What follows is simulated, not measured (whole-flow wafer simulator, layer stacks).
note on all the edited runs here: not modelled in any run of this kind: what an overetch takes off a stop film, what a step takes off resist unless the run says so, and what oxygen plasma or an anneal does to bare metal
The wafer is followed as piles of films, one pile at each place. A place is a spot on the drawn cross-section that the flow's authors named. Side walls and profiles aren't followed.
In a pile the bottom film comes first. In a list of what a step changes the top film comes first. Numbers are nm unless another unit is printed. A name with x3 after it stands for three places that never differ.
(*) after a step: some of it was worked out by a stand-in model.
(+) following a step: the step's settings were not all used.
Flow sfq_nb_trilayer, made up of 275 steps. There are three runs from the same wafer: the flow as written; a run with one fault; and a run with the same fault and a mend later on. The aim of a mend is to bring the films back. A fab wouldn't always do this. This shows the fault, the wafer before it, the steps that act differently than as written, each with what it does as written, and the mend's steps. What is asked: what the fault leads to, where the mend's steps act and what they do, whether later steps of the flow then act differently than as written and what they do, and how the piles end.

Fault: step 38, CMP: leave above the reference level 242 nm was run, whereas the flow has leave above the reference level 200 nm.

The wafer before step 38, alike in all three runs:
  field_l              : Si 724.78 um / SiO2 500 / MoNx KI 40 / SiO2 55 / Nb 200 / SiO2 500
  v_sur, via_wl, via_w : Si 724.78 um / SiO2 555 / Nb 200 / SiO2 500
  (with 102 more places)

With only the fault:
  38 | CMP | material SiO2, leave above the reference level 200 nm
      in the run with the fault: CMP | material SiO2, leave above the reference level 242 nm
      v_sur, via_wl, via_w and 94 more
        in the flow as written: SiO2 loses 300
        in the run with the fault: SiO2 loses 258
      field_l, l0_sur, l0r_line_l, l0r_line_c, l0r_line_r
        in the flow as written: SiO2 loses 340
        in the run with the fault: SiO2 loses 298
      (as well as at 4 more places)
  Later steps of the flow acting differently than as written (3 other steps are not shown; they differ only slightly, by no more than 2% or 0.5 nm, whichever is larger):
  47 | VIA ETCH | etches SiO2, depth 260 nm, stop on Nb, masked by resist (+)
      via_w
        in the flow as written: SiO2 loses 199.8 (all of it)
        in the run with the fault: SiO2 loses 241.8 (all of it)
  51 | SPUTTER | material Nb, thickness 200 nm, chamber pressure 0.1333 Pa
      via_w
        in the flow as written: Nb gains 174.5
        in the run with the fault: Nb gains 166.7
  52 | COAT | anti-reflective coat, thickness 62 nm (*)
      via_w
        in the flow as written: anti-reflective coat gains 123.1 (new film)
        in the run with the fault: anti-reflective coat gains 132 (new film)
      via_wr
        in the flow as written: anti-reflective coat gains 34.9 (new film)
        in the run with the fault: anti-reflective coat gains 33.2 (new film)
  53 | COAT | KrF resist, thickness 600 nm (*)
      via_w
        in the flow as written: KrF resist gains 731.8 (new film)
        in the run with the fault: KrF resist gains 766 (new film)
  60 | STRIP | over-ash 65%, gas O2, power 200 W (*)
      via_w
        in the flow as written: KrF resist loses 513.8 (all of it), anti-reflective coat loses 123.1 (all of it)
        in the run with the fault: KrF resist loses 547.9 (all of it), anti-reflective coat loses 132 (all of it)
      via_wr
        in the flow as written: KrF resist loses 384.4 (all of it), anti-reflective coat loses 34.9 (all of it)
        in the run with the fault: KrF resist loses 380.9 (all of it), anti-reflective coat loses 33.2 (all of it)
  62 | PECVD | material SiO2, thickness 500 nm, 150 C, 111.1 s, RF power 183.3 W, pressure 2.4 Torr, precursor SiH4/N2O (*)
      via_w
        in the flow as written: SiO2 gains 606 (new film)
        in the run with the fault: SiO2 gains 655.9 (new film)
  By the end, the piles at v_sur, via_wl, via_w and 75 more depart from the flow's by more than 2% or 0.5 nm, whichever is larger.
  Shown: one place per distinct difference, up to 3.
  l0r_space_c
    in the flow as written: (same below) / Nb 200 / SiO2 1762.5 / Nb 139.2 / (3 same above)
    in the run with the fault: (same below) / Nb 200 / SiO2 1804.5 / Nb 139.2 / (3 same above)
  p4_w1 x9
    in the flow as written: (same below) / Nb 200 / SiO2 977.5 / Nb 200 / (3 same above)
    in the run with the fault: (same below) / Nb 200 / SiO2 1019.5 / Nb 200 / (3 same above)
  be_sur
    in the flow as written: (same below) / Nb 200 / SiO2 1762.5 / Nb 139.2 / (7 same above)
    in the run with the fault: (same below) / Nb 200 / SiO2 1804.5 / Nb 139.2 / (7 same above)

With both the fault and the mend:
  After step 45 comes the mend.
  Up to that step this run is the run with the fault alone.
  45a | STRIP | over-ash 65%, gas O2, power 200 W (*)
      field_l, v_sur, via_wl and 102 more
        KrF resist loses 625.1 (all of it), anti-reflective coat loses 62 (all of it)
      via_w
        anti-reflective coat loses 62 (all of it)
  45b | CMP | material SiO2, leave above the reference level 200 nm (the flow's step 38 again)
      field_l, v_sur, via_wl and 103 more
        SiO2 loses 42
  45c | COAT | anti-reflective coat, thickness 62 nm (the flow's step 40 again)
      field_l, v_sur, via_wl and 103 more
        anti-reflective coat gains 62 (new film)
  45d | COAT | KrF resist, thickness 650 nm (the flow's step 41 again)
      field_l, v_sur, via_wl and 103 more
        KrF resist gains 650 (new film)
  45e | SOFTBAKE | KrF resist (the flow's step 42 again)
      alters no film at any place that is followed
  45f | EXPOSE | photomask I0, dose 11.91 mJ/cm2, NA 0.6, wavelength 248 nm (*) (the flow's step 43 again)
      alters no film at any place that is followed
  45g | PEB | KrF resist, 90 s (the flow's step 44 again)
      field_l, v_sur, via_wl and 103 more
        KrF resist loses 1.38
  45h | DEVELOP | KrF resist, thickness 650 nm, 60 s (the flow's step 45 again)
      field_l, v_sur, via_wl and 102 more
        KrF resist loses 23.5
      via_w
        KrF resist loses 648.6 (all of it)
  Every later step of the flow that is run acts as written at every place that is followed.
  The piles end the same as the flow's at every place that both follow.
